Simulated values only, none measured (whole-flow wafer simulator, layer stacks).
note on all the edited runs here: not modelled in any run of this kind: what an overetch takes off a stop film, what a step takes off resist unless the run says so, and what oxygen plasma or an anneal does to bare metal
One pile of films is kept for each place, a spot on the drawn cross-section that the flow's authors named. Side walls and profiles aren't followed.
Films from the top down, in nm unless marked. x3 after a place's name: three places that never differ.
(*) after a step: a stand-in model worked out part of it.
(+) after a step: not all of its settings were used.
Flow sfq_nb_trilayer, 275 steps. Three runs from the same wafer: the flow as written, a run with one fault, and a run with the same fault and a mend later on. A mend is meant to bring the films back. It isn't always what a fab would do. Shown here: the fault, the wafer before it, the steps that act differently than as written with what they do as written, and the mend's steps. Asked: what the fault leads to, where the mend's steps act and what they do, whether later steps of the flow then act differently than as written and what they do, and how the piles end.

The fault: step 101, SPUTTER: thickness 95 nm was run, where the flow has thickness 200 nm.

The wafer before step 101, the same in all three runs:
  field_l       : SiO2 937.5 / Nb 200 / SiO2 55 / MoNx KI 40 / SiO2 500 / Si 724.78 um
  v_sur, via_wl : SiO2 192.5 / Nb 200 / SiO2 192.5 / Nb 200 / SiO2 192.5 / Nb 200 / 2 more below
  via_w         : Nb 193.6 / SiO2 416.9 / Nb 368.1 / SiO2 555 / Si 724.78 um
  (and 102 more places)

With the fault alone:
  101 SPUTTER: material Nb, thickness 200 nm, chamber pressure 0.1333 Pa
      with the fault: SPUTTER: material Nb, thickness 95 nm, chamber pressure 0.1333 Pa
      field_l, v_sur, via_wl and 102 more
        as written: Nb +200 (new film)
        with the fault: Nb +95 (new film)
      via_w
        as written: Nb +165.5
        with the fault: Nb +78.3
  Later steps of the flow that act differently than as written (4 more steps differ only slightly, by at most 2% or 0.5 nm, whichever is larger, and aren't shown):
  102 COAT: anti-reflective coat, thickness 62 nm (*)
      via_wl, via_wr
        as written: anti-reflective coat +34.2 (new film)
        with the fault: anti-reflective coat +32.8 (new film)
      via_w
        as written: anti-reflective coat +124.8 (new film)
        with the fault: anti-reflective coat +119.7 (new film)
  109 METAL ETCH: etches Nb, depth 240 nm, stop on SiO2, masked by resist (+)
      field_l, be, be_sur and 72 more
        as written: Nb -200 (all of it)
        with the fault: Nb -95 (all of it)
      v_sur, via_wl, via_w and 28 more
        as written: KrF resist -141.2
        with the fault: KrF resist -83.8
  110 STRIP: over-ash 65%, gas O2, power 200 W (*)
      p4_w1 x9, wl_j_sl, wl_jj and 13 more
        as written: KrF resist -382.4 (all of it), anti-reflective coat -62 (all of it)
        with the fault: KrF resist -439.7 (all of it), anti-reflective coat -62 (all of it)
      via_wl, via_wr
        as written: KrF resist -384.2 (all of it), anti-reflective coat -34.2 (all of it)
        with the fault: KrF resist -445.3 (all of it), anti-reflective coat -32.8 (all of it)
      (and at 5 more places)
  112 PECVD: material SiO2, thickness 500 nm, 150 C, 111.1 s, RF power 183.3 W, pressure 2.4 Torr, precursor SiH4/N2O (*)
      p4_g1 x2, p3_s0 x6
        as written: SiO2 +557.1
        with the fault: SiO2 +500
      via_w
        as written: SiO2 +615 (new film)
        with the fault: SiO2 +585.7 (new film)
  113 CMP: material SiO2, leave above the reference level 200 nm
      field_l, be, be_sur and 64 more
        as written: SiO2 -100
        with the fault: SiO2 -205
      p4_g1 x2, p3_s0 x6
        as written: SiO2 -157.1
        with the fault: SiO2 -205
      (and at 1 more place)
  At the end the piles differ from the flow's by more than 2% or 0.5 nm, whichever is larger, at field_l, v_sur, via_wl and 103 more.
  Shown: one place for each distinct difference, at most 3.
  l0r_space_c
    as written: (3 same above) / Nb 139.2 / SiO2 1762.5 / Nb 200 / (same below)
    with the fault: (3 same above) / Nb 139.2 / SiO2 1657.5 / Nb 200 / (same below)
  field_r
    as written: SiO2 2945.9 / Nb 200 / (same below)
    with the fault: SiO2 2840.9 / Nb 200 / (same below)
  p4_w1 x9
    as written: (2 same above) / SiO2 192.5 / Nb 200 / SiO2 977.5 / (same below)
    with the fault: (2 same above) / SiO2 192.5 / Nb 95 / SiO2 977.5 / (same below)

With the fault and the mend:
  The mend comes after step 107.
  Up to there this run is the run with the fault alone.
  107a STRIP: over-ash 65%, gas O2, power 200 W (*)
      p4_fl x3, p4_g1 x2, p3_s0 x6 and 42 more
        anti-reflective coat -62 (all of it)
      p4_w1 x9, wl_j_sl, wl_jj and 13 more
        KrF resist -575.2 (all of it), anti-reflective coat -62 (all of it)
      r_sur, res, r_end and 9 more
        anti-reflective coat -61.8 (all of it)
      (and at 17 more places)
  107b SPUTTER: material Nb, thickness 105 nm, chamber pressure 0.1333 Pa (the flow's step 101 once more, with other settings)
      field_l, v_sur, via_wl and 102 more
        Nb +105
      via_w
        Nb +86
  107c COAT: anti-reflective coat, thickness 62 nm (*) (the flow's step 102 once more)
      p4_fl x3, p4_w1 x9, p4_g1 x2 and 63 more
        anti-reflective coat +62 (new film)
      r_sur, res, r_end and 9 more
        anti-reflective coat +61.8 (new film)
      jj_sur, ce_l, c5j, ce_r, sp_r, be_r
        anti-reflective coat +61.7 (new film)
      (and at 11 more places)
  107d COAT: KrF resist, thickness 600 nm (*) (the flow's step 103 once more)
      p4_fl x3, p4_w1 x9, p4_g1 x2 and 63 more
        KrF resist +600 (new film)
      r_end, moat, field_r, lsp_l, l0_sur
        KrF resist +599.4 (new film)
      be_r, r_sur, res, l0v
        KrF resist +599.3 (new film)
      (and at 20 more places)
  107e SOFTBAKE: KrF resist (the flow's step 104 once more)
      changes no film at any place that is followed
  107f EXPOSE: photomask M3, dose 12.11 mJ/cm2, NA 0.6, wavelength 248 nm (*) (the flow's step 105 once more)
      changes no film at any place that is followed
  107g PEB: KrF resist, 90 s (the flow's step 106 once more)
      wire, be, be_sur and 96 more
        KrF resist -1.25
      field_l, via_v
        KrF resist -1.24
      via_wl, via_wr
        KrF resist -1.26
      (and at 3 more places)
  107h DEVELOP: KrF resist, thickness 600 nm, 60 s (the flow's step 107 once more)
      p4_fl x3, p4_g1 x2, p3_s0 x6 and 42 more
        KrF resist -598.7 (all of it)
      v_sur, via_wl, via_w and 28 more
        KrF resist -23.5
      moat, field_r, lsp_l, ln_m5, lsp_m, ln_m6, lsp_r, l0_sur
        KrF resist -598.2 (all of it)
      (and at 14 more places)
  No later step of the flow acts differently than as written, at any place that is followed, by more than 2% or 0.5 nm, whichever is larger.
  At the end the piles differ from the flow's only slightly at the places that both follow, by at most 2% or 0.5 nm, whichever is larger.
